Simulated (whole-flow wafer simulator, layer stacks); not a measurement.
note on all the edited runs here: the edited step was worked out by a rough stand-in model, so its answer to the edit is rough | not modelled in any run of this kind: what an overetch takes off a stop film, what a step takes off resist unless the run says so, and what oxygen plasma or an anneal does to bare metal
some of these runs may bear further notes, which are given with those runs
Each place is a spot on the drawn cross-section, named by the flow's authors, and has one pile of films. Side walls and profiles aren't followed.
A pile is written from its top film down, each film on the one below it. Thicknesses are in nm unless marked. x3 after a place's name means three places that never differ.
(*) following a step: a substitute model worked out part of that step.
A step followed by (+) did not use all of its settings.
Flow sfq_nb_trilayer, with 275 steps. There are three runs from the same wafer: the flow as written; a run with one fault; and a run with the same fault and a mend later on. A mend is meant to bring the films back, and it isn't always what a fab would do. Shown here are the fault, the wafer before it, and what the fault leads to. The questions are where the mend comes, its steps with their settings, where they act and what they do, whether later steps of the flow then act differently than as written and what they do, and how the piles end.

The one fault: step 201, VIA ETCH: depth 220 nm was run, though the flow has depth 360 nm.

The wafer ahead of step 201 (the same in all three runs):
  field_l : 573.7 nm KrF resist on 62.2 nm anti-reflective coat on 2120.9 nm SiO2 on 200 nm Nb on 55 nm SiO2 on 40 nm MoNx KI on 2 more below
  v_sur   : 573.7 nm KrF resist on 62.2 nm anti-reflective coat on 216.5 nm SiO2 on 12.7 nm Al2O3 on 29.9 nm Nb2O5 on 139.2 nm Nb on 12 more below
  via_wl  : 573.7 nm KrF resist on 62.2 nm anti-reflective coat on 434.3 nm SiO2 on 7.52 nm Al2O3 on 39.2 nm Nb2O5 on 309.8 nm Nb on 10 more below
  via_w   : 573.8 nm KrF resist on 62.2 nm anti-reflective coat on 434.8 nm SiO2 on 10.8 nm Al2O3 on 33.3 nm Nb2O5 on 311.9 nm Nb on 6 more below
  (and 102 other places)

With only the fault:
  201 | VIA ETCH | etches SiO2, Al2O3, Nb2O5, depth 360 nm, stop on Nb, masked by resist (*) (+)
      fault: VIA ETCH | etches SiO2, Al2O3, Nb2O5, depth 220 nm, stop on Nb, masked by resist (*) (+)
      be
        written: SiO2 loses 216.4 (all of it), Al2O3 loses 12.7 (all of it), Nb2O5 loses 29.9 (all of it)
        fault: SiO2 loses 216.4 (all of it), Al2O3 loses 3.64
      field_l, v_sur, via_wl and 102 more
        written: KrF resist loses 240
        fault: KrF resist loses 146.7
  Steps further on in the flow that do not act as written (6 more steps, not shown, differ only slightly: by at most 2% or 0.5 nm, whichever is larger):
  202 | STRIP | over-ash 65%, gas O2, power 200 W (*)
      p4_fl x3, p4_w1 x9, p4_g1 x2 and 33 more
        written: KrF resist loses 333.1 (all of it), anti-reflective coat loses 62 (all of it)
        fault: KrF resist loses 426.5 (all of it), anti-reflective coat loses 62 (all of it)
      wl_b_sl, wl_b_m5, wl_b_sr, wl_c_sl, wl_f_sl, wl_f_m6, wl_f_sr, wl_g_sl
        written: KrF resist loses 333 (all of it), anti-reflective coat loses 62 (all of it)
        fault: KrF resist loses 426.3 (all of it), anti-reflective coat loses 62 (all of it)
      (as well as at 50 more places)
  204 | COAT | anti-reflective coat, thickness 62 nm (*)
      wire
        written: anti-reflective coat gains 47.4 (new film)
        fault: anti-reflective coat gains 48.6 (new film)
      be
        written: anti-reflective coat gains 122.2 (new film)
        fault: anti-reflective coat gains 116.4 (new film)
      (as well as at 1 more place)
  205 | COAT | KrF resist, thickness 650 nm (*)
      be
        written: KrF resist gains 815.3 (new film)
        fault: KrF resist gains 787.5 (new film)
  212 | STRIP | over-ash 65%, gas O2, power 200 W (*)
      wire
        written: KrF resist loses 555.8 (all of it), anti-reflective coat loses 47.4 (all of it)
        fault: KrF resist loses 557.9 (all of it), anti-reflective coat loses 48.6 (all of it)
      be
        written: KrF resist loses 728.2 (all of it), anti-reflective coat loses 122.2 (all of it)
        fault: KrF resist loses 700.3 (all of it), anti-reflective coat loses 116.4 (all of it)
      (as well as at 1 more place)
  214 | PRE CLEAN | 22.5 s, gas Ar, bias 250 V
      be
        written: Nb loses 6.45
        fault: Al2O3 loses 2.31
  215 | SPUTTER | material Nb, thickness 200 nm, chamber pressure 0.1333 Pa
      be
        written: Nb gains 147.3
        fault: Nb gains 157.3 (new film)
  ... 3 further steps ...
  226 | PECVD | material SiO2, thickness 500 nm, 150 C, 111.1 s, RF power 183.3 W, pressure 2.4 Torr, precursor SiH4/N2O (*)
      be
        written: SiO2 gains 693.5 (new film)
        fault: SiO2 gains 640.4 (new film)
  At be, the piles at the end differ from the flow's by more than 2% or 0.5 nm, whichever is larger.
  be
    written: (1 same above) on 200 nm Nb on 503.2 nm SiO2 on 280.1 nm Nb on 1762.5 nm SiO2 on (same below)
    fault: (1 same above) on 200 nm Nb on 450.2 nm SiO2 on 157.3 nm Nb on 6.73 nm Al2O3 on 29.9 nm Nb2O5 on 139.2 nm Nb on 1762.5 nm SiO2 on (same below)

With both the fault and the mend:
  The mend stands after step 202.
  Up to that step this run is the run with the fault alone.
  202a | COAT | anti-reflective coat, thickness 62 nm (*) (a further turn of the flow's step 194)
      l0_sur, l0v, p4_fl x3 and 61 more
        anti-reflective coat gains 62 (new film)
      wl_a_sl, wl_a_m6, wl_a_sr, wl_g_sr
        anti-reflective coat gains 61.9 (new film)
      lsp_m, ln_m6, lsp_r
        anti-reflective coat gains 62.1 (new film)
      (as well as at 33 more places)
  202b | COAT | KrF resist, thickness 650 nm (*) (a further turn of the flow's step 195)
      p4_fl x3, p4_w1 x9, p4_g1 x2 and 33 more
        KrF resist gains 650 (new film)
      wl_b_m5, wl_b_sr, wl_c_sl and 12 more
        KrF resist gains 649.9 (new film)
      r5r_line_l, r5r_line_c, r5r_line_r
        KrF resist gains 634.3 (new film)
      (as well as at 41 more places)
  202c | SOFTBAKE | KrF resist (a further turn of the flow's step 196)
      leaves every film unchanged at each place that is followed
  202d | EXPOSE | photomask I5, dose 12.41 mJ/cm2, NA 0.6, wavelength 248 nm (*) (a further turn of the flow's step 197)
      leaves every film unchanged at each place that is followed
  202e | PEB | KrF resist, 90 s (a further turn of the flow's step 198)
      field_l, v_sur, via_wl and 81 more
        KrF resist loses 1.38
      via_w, via_wr, via_sp, wire, be_sur
        KrF resist loses 1.37
      ce_l, moat, field_r, wl_jj
        KrF resist loses 1.39
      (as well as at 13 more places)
  202f | DEVELOP | KrF resist, thickness 650 nm, 60 s (a further turn of the flow's step 199)
      field_l, v_sur, via_wl and 102 more
        KrF resist loses 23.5
      be
        KrF resist loses 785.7 (all of it)
  202g | VIA ETCH | etches anti-reflective coat, depth 125 nm, masked by resist (+) (a further turn of the flow's step 200)
      field_l, v_sur, via_wl and 102 more
        KrF resist loses 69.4
      be
        anti-reflective coat loses 116.4 (all of it), Al2O3 loses 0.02
  202h | VIA ETCH | etches SiO2, Al2O3, Nb2O5, depth 140 nm, stop on Nb, masked by resist (*) (+) (a further turn of the flow's step 201, with different settings)
      field_l, v_sur, via_wl and 102 more
        KrF resist loses 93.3
      be
        Al2O3 loses 9.03 (all of it), Nb2O5 loses 29.9 (all of it)
  202i | STRIP | over-ash 65%, gas O2, power 200 W (*) (a further turn of the flow's step 202)
      p4_fl x3, p4_w1 x9, p4_g1 x2 and 33 more
        KrF resist loses 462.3 (all of it), anti-reflective coat loses 62 (all of it)
      wl_b_m5, wl_b_sr, wl_c_sl and 12 more
        KrF resist loses 462.2 (all of it), anti-reflective coat loses 62 (all of it)
      wl_j_sl, wl_j_sr
        KrF resist loses 462.5 (all of it), anti-reflective coat loses 60.2 (all of it)
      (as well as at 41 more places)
  Later steps of the flow that are run all act as written at every place that is followed.
  The piles end the same as the flow's at every place that both follow.
